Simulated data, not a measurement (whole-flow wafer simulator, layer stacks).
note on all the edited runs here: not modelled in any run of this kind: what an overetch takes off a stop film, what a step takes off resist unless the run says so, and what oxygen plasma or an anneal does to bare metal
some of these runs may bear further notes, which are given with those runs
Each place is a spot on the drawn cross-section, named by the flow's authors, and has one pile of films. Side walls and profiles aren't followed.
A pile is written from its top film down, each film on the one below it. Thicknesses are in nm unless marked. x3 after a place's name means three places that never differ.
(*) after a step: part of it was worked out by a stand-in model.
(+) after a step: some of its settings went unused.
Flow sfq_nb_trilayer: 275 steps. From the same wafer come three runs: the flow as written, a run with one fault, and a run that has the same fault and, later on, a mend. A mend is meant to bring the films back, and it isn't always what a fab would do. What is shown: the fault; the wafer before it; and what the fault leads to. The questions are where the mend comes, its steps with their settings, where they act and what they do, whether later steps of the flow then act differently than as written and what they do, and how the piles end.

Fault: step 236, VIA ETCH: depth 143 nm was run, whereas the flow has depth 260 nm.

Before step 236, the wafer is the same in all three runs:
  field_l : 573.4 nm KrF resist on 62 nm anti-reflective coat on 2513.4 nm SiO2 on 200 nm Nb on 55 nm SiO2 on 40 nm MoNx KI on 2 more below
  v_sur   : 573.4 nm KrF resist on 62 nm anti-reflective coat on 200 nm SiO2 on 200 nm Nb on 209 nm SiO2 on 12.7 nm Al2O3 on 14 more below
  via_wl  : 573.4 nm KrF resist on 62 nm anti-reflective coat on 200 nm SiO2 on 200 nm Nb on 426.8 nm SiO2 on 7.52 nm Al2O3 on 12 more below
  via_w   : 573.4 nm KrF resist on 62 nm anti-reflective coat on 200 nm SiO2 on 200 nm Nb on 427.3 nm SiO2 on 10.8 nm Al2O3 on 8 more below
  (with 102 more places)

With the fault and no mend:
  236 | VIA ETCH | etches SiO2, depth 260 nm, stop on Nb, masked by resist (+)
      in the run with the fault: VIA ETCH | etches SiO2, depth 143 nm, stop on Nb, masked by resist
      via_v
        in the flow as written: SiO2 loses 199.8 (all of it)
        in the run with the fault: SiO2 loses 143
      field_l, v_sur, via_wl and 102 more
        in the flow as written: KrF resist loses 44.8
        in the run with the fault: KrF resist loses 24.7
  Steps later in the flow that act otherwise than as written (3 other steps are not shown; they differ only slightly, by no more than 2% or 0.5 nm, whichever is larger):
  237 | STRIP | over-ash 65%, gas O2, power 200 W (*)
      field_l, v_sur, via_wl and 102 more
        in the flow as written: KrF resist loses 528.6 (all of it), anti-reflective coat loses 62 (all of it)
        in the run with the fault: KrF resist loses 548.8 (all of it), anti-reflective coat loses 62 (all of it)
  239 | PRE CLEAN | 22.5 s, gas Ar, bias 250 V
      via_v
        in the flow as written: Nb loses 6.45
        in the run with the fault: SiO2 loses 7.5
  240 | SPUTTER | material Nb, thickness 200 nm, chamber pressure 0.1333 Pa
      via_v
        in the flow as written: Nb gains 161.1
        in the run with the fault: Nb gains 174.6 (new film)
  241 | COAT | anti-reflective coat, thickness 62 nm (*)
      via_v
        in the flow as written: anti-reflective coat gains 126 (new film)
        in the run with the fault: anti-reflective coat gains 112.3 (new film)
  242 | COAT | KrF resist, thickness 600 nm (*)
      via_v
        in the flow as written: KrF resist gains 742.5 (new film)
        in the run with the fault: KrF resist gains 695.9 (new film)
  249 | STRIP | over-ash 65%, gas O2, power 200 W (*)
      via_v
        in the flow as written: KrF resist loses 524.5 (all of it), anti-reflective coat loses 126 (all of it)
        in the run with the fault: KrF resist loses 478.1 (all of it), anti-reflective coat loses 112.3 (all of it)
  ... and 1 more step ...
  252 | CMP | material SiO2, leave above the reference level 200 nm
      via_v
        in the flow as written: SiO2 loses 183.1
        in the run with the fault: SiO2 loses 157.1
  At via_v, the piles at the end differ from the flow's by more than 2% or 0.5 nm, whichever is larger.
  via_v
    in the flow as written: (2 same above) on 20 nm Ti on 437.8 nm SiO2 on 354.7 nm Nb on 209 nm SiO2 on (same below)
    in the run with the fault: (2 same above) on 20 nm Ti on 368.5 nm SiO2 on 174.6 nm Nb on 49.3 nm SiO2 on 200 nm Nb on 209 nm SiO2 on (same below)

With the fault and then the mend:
  The mend follows step 236.
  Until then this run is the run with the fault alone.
  236a | VIA ETCH | etches SiO2, depth 117 nm, stop on Nb, masked by resist (+) (the flow's step 236 again, with other settings)
      field_l, v_sur, via_wl and 102 more
        KrF resist loses 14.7
      via_v
        SiO2 loses 56.8 (all of it)
  None of the later steps of the flow differs from how it acts as written, at any place that is followed, by more than 2% or 0.5 nm, whichever is larger.
  The piles end the same as the flow's at every place that both follow.
